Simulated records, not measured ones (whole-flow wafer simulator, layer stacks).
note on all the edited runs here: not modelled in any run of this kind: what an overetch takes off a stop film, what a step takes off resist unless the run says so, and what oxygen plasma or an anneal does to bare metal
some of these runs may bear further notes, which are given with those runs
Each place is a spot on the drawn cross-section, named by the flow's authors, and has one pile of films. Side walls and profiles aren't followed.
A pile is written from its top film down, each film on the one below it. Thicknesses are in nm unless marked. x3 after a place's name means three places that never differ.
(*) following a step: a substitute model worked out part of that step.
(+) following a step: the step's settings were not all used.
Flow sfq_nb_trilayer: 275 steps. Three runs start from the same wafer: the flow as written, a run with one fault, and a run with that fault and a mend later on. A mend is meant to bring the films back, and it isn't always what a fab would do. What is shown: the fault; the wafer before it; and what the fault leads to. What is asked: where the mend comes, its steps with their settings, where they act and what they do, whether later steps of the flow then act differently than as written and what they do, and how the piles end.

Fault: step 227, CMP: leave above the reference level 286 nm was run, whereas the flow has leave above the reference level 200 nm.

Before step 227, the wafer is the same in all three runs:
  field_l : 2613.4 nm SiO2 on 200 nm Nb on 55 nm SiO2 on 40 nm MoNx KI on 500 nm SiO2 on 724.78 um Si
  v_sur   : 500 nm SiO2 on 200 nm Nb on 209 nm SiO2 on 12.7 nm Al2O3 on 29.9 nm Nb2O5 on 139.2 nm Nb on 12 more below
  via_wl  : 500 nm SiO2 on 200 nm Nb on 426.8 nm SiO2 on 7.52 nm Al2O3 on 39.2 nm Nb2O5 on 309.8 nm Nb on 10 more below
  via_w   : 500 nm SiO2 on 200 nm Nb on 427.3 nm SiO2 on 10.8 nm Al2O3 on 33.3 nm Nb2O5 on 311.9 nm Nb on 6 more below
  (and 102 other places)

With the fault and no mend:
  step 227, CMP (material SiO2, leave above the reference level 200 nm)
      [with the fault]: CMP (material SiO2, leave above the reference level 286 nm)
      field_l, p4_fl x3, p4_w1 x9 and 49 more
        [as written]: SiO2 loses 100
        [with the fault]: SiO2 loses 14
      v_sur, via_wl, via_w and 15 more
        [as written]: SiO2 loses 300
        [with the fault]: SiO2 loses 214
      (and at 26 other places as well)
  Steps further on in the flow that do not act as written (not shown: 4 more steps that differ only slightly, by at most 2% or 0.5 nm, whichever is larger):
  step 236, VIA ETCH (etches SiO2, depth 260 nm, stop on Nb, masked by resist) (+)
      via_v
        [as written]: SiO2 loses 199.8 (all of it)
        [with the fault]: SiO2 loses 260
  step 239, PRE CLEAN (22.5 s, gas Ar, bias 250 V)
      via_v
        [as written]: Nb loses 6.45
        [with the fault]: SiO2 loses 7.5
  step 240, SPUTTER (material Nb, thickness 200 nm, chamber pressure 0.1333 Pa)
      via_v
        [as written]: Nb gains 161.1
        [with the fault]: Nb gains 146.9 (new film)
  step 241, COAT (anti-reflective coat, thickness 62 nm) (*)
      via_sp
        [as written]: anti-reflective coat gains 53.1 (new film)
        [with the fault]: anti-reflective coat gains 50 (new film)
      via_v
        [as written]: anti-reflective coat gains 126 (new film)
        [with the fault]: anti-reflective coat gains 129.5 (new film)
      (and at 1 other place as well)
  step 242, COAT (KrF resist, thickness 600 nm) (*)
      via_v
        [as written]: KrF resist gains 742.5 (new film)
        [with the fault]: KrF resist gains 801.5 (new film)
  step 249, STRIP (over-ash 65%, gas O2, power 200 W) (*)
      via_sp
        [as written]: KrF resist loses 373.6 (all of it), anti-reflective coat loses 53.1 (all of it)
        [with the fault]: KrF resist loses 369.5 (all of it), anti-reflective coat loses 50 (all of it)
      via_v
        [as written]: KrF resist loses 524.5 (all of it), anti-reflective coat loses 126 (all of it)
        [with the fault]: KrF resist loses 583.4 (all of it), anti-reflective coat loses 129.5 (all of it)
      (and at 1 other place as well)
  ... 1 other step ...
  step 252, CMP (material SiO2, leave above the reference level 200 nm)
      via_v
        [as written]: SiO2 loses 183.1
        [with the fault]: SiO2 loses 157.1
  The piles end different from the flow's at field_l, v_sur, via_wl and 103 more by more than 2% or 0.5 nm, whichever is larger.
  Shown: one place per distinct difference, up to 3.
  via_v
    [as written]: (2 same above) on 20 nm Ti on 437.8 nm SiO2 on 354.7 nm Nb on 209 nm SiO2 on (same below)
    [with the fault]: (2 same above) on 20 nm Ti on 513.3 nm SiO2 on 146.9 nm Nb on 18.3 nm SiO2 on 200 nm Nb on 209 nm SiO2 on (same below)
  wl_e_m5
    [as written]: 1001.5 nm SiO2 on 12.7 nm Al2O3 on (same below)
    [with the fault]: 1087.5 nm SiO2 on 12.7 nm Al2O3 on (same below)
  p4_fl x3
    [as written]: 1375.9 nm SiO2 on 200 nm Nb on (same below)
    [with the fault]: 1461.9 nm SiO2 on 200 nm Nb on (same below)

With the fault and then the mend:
  After step 234 comes the mend.
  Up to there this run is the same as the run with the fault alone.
  step 234a, STRIP (over-ash 65%, gas O2, power 200 W) (*)
      field_l, v_sur, via_wl and 102 more
        KrF resist loses 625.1 (all of it), anti-reflective coat loses 62 (all of it)
      via_v
        anti-reflective coat loses 62 (all of it)
  step 234b, CMP (material SiO2, leave above the reference level 200 nm) (the flow's step 227, run once more)
      field_l, v_sur, via_wl and 103 more
        SiO2 loses 86
  step 234c, COAT (anti-reflective coat, thickness 62 nm) (the flow's step 229, run once more)
      field_l, v_sur, via_wl and 103 more
        anti-reflective coat gains 62 (new film)
  step 234d, COAT (KrF resist, thickness 650 nm) (the flow's step 230, run once more)
      field_l, v_sur, via_wl and 103 more
        KrF resist gains 650 (new film)
  step 234e, SOFTBAKE (KrF resist) (the flow's step 231, run once more)
      leaves every film unchanged at each place that is followed
  step 234f, EXPOSE (photomask I6, dose 11.91 mJ/cm2, NA 0.6, wavelength 248 nm) (*) (the flow's step 232, run once more)
      leaves every film unchanged at each place that is followed
  step 234g, PEB (KrF resist, 90 s) (the flow's step 233, run once more)
      field_l, v_sur, via_wl and 103 more
        KrF resist loses 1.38
  step 234h, DEVELOP (KrF resist, thickness 650 nm, 60 s) (the flow's step 234, run once more)
      field_l, v_sur, via_wl and 102 more
        KrF resist loses 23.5
      via_v
        KrF resist loses 648.6 (all of it)
  None of the later steps of the flow acts differently than as written at any place that is followed.
  By the end, the piles equal the flow's at every place that both follow.
